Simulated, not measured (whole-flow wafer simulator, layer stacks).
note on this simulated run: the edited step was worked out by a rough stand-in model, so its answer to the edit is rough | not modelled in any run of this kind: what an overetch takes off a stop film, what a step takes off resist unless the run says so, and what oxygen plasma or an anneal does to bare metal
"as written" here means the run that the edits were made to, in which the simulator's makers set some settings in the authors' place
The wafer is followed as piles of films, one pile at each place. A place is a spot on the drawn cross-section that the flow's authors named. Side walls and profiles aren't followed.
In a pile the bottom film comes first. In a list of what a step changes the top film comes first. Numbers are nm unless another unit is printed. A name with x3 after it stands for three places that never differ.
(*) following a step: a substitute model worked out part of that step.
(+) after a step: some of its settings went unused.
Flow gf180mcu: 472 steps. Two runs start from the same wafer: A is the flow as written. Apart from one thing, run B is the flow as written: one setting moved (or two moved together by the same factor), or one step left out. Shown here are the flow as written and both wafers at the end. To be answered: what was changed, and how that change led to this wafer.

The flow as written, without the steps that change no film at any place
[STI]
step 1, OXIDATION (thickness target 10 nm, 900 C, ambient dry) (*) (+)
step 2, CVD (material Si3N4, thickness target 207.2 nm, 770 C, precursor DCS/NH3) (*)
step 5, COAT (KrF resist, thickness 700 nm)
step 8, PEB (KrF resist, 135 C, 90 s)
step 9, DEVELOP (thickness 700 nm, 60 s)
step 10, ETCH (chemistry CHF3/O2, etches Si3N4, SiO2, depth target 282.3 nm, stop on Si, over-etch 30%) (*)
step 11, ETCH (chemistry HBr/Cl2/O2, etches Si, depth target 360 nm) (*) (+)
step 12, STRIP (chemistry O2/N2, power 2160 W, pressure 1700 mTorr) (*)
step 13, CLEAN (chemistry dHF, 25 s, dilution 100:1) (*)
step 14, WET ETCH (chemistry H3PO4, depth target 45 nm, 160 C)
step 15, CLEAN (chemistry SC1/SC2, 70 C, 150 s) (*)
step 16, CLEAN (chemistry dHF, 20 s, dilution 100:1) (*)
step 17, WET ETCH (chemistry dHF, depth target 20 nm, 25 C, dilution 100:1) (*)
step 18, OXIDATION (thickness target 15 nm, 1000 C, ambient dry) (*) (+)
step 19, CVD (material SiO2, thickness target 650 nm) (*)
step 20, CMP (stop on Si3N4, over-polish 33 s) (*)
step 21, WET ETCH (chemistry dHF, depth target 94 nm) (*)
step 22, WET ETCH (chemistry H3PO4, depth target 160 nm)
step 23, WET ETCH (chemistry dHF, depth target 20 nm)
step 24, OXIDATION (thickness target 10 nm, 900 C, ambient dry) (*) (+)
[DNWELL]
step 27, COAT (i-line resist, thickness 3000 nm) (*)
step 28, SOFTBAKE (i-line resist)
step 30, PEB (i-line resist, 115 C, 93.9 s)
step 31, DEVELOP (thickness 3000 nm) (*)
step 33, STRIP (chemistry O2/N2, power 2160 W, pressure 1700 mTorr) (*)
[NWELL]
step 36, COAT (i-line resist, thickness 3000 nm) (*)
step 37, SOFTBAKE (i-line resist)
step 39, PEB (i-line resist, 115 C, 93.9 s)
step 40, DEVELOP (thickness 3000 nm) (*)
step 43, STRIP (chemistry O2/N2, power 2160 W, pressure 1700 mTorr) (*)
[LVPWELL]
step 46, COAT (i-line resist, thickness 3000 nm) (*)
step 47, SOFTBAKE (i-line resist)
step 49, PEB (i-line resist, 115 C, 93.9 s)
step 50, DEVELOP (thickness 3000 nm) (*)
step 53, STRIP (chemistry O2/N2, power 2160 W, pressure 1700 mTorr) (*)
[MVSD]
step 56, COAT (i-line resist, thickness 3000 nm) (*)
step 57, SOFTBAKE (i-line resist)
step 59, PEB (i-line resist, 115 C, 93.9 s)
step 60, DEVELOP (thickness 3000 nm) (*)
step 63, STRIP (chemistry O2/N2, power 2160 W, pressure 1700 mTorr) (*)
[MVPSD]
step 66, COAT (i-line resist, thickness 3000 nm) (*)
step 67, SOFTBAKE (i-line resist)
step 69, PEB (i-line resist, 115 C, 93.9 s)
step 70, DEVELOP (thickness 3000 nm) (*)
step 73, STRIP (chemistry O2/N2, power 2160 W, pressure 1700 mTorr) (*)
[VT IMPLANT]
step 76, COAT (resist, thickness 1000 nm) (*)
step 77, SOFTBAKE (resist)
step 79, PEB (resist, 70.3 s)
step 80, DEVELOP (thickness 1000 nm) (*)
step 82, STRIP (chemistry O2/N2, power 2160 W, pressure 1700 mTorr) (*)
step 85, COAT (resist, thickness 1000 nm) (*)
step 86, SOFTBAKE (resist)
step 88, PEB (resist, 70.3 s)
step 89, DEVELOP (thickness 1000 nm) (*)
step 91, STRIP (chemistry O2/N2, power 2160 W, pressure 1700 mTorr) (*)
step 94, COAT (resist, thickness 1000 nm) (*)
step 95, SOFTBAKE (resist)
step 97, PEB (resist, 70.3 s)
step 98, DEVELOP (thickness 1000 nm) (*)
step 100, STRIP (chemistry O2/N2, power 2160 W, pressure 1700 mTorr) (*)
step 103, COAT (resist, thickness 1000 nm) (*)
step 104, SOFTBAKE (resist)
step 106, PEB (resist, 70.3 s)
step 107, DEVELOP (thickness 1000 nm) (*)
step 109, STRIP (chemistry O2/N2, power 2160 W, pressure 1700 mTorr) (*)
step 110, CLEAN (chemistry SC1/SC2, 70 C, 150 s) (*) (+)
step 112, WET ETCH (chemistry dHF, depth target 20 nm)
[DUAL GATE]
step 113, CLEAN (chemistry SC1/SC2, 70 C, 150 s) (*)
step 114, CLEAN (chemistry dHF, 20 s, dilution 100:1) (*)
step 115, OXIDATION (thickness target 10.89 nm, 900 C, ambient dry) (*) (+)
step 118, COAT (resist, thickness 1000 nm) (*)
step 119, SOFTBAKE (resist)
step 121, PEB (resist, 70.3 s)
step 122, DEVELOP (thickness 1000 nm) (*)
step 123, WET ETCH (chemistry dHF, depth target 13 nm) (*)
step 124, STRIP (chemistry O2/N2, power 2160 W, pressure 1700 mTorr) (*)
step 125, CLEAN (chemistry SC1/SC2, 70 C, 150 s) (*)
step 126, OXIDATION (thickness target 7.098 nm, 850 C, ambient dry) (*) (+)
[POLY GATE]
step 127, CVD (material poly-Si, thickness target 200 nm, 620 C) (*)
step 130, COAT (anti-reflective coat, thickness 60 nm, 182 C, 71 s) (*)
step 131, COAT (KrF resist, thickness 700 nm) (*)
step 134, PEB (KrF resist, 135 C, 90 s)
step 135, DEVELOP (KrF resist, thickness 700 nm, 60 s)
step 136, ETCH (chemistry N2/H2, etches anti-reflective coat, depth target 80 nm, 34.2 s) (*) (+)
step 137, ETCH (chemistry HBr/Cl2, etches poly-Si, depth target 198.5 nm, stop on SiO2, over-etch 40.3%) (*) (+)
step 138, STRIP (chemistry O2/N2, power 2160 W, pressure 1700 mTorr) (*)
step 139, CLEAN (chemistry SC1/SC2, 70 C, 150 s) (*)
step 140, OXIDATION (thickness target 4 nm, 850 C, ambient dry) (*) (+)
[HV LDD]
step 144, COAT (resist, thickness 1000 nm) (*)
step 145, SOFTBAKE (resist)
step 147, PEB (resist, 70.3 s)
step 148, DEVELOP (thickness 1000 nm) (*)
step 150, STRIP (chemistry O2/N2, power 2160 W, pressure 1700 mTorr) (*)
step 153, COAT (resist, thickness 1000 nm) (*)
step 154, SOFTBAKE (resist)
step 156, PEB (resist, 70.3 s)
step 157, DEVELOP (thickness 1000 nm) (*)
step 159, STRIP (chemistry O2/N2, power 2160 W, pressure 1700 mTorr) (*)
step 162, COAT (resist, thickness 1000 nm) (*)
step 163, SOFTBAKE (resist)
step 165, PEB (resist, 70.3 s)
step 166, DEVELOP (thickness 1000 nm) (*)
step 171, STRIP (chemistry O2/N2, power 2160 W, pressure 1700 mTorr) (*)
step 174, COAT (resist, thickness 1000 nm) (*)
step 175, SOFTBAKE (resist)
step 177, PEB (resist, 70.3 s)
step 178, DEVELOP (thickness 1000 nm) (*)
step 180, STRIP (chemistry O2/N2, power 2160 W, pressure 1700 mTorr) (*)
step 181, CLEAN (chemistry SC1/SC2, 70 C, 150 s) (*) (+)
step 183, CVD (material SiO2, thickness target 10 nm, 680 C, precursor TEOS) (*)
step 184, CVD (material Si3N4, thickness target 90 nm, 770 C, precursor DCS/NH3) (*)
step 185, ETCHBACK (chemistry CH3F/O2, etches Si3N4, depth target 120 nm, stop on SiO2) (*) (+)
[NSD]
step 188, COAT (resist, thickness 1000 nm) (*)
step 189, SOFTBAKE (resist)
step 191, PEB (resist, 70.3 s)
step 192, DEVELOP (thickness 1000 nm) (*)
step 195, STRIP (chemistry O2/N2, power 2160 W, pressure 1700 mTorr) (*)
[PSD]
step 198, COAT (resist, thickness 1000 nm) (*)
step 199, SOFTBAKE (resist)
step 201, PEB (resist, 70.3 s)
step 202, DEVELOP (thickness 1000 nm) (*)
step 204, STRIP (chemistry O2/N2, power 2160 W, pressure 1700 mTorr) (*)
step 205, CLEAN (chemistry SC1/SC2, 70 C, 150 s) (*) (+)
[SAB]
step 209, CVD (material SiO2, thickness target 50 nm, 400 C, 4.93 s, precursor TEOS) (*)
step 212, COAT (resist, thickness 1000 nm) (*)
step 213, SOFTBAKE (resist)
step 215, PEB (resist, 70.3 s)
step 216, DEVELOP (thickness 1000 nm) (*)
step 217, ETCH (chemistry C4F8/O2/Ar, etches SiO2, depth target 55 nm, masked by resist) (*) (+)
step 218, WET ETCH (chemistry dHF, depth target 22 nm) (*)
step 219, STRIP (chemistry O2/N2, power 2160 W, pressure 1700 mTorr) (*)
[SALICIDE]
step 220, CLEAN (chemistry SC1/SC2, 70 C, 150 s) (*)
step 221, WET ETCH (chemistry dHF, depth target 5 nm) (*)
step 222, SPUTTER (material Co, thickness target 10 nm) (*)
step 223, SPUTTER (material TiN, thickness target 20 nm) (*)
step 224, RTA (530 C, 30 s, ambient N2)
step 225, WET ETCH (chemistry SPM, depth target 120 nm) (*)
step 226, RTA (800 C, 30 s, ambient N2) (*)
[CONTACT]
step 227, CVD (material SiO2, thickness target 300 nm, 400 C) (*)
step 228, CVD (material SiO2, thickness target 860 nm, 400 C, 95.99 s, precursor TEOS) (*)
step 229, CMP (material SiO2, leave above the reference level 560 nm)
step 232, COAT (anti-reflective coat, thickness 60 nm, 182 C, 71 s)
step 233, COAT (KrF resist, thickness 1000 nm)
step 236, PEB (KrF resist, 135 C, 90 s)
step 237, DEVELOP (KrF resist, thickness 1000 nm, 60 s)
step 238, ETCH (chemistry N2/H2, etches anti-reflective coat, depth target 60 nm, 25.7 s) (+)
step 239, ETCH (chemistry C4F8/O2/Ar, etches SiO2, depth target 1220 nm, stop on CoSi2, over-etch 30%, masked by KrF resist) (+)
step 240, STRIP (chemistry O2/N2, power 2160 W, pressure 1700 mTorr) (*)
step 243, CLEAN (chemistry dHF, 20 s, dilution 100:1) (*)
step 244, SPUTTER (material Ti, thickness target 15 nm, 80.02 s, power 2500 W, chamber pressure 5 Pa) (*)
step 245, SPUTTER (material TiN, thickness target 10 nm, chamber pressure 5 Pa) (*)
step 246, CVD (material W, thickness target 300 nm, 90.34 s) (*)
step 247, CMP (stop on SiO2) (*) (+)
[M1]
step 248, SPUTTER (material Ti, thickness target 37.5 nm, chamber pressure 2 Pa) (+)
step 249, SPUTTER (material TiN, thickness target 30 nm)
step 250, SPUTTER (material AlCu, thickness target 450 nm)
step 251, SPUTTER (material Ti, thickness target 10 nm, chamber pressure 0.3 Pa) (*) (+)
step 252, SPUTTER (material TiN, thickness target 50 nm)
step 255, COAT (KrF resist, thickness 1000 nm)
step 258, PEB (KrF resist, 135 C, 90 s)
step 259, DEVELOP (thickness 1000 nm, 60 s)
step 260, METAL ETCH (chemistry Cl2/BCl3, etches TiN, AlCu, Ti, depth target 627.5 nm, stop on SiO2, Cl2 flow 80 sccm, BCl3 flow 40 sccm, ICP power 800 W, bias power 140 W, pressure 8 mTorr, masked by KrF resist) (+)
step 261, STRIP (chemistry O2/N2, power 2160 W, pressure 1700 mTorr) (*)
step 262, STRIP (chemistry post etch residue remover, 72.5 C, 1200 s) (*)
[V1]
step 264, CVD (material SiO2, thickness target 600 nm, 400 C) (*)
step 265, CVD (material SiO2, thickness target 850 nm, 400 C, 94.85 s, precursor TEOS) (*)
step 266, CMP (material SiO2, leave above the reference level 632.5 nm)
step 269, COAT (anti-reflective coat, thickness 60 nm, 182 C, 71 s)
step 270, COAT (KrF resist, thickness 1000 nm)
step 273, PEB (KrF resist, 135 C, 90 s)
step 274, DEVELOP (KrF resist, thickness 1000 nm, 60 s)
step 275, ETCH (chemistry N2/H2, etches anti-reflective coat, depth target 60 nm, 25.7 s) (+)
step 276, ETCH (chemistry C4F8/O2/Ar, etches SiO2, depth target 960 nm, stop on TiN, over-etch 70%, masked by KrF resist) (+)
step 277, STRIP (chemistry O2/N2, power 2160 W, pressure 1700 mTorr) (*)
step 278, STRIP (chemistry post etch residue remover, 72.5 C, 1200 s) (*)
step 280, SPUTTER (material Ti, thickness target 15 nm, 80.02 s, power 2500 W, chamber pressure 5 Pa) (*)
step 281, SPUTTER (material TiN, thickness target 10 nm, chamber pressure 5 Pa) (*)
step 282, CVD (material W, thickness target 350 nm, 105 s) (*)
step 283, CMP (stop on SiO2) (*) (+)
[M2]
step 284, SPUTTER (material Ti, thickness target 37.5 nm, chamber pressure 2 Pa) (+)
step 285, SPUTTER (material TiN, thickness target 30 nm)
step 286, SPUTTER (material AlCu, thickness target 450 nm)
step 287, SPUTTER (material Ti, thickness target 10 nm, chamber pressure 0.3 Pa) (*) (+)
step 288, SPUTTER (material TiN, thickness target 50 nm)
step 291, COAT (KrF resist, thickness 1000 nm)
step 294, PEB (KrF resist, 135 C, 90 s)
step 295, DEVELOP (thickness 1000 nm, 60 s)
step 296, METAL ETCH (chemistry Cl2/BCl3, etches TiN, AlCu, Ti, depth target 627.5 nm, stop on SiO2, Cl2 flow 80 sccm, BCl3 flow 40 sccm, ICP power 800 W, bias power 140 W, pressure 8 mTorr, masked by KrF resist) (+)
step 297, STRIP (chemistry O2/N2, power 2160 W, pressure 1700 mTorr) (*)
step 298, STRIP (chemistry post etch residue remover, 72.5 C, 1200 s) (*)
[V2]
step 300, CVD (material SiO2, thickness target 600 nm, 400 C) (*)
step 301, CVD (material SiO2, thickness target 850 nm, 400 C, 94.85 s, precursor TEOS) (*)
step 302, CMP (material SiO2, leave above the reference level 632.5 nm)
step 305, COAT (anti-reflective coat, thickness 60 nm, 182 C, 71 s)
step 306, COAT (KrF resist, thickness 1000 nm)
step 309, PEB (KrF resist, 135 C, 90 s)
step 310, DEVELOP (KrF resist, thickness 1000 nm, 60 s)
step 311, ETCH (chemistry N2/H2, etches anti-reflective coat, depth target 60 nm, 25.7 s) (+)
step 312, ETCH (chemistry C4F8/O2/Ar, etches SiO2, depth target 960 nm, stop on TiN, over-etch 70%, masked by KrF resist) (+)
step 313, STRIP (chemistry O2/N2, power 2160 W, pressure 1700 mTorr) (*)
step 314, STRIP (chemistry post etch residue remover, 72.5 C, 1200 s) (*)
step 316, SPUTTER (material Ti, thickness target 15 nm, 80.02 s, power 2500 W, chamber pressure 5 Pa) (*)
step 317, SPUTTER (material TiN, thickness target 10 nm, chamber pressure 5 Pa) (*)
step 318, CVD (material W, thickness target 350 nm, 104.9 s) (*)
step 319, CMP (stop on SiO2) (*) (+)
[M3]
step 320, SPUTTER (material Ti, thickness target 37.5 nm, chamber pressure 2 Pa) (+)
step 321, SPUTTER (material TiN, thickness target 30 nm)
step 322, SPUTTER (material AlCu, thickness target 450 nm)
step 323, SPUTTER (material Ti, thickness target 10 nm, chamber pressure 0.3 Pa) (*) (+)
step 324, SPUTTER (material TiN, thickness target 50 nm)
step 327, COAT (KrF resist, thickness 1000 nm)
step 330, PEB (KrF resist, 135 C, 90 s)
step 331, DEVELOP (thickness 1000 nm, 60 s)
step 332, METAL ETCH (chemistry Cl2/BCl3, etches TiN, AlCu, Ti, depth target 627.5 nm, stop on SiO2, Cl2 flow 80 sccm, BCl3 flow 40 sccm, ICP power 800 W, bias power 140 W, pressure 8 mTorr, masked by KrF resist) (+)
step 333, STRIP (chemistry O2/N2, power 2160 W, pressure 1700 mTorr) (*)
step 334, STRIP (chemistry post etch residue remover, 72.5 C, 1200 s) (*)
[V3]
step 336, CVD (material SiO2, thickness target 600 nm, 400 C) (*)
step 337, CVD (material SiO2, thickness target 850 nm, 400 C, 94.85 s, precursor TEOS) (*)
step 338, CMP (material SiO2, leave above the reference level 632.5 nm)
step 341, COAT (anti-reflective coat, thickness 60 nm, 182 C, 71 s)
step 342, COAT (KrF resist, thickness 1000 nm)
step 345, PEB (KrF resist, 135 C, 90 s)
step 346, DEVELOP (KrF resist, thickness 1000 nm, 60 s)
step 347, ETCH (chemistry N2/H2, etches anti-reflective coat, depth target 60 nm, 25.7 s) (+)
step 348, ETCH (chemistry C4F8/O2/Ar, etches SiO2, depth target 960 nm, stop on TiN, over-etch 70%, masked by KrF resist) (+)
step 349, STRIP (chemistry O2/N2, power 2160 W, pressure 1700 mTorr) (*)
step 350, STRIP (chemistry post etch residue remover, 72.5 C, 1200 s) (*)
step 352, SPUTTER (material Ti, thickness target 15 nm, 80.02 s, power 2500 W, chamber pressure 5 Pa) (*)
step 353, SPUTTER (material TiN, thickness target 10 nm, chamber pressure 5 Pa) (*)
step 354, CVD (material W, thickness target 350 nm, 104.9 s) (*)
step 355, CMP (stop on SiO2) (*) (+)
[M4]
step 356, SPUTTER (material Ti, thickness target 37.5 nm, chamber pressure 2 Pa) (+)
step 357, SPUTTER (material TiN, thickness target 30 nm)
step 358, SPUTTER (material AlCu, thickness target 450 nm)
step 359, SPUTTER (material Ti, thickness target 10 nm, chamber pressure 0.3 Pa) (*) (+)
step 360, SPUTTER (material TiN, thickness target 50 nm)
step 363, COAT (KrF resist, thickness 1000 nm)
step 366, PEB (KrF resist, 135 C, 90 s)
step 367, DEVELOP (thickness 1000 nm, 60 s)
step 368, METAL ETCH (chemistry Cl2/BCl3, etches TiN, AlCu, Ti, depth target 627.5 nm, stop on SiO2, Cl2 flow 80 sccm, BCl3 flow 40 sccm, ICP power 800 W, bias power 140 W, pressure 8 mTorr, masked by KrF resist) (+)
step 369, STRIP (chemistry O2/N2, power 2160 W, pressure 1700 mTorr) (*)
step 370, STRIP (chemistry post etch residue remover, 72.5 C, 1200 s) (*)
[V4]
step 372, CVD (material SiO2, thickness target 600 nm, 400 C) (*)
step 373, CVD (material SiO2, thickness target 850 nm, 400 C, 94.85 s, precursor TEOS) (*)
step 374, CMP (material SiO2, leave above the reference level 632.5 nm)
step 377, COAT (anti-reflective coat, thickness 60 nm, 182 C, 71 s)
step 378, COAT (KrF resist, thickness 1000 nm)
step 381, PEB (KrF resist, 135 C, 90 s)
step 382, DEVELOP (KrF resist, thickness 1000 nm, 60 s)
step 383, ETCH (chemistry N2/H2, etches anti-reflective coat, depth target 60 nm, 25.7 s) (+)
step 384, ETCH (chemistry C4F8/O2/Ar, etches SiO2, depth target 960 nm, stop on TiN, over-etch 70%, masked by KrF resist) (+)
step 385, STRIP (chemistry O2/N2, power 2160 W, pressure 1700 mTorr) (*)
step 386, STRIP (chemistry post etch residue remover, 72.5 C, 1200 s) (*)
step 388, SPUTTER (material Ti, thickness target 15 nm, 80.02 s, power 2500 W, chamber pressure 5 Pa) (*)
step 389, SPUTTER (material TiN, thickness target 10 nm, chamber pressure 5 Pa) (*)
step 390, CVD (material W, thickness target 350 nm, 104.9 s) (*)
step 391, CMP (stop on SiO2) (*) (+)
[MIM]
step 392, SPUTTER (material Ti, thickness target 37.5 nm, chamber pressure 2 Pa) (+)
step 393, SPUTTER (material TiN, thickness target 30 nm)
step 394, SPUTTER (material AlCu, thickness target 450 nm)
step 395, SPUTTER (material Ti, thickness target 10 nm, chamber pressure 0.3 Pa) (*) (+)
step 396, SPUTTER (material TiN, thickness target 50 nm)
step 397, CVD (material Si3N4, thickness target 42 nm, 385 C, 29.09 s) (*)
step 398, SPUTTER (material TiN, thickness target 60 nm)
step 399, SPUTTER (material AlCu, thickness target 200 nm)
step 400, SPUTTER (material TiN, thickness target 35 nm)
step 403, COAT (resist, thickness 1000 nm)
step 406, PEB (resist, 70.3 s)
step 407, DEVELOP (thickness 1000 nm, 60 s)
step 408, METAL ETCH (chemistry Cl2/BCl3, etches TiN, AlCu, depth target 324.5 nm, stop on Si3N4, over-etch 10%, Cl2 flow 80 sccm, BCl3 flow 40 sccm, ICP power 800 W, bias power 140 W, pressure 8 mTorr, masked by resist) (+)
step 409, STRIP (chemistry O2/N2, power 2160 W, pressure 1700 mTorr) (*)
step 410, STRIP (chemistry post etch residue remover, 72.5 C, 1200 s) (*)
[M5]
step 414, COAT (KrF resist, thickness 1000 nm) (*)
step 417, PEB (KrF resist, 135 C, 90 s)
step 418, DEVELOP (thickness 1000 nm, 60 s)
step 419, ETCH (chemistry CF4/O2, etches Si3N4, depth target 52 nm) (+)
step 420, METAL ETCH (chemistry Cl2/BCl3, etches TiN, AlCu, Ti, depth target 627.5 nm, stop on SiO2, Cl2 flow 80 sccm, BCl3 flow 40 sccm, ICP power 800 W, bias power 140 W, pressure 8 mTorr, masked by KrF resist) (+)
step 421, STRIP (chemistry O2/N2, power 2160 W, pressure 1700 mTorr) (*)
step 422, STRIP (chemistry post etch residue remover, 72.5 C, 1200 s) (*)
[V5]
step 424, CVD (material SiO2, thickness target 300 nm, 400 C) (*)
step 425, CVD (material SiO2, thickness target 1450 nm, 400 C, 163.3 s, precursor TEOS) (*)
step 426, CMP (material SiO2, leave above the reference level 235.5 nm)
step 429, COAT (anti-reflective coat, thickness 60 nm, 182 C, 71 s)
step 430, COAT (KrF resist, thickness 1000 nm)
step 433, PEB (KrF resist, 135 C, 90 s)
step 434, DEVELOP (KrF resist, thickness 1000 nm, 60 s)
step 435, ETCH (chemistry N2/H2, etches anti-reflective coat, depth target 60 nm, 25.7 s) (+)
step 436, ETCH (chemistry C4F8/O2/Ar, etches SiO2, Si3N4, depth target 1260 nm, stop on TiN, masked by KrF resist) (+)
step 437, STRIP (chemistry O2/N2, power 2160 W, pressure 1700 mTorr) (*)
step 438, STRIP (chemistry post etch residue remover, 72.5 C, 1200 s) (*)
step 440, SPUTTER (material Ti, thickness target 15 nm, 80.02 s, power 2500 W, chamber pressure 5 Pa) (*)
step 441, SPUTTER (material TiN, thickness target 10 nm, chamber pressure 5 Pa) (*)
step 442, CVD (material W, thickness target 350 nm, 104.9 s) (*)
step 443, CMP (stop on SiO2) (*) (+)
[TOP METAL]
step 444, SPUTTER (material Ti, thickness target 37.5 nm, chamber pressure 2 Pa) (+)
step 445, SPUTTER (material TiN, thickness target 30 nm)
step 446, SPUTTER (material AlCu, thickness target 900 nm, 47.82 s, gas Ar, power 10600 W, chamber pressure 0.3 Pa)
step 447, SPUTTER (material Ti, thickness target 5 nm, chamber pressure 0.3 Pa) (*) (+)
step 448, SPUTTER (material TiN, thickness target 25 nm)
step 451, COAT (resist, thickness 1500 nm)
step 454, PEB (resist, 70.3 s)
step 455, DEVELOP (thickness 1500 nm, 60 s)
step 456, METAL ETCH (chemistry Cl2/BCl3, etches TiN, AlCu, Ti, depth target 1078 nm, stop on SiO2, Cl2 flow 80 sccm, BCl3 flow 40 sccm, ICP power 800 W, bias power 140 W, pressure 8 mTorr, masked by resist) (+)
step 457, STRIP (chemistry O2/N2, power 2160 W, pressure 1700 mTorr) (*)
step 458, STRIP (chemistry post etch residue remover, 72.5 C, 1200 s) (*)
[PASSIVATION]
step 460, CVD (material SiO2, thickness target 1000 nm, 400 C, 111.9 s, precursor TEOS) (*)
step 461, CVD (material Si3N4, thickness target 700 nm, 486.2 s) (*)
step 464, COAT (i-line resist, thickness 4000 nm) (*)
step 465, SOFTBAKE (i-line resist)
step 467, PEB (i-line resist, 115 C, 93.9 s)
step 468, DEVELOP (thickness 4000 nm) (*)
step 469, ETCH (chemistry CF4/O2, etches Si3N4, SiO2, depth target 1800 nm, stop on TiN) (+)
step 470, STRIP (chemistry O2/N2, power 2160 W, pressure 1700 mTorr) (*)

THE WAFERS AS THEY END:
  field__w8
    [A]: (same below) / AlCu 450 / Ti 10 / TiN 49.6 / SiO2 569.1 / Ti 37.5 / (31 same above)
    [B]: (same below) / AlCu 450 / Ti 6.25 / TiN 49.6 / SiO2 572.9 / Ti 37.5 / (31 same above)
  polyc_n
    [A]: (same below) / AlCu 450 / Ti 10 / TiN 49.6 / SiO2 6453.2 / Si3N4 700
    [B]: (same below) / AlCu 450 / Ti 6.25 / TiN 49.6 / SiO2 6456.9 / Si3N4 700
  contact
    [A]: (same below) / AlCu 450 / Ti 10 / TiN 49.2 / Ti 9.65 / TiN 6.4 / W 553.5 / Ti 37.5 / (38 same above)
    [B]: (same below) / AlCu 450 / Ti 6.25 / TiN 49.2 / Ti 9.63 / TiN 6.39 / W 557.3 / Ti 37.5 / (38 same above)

The reason: step 251, SPUTTER: thickness target 6.25 nm was run, though the flow has thickness target 10 nm.
One can read it off the wafer: field__w8 has Ti 6.25, and step 251 as written asks for 10 nm.

How this came from the change, step by step:
  step 251, SPUTTER (material Ti, thickness target 10 nm, chamber pressure 0.3 Pa) (*) (+)
      field, field__w1, field__w2 and 108 more: A +10 Ti (new film) | B +6.25 Ti (new film)
  step 260, METAL ETCH (chemistry Cl2/BCl3, etches TiN, AlCu, Ti, depth target 627.5 nm, stop on SiO2, Cl2 flow 80 sccm, BCl3 flow 40 sccm, ICP power 800 W, bias power 140 W, pressure 8 mTorr, masked by KrF resist) (+)
      field, field__w1, field__w2 and 99 more: A -50 TiN (all of it), -10 Ti (all of it), -450 AlCu (all of it), -30 TiN (all of it), -37.5 Ti (all of it) | B -50 TiN (all of it), -6.25 Ti (all of it), -450 AlCu (all of it), -30 TiN (all of it), -37.5 Ti (all of it)
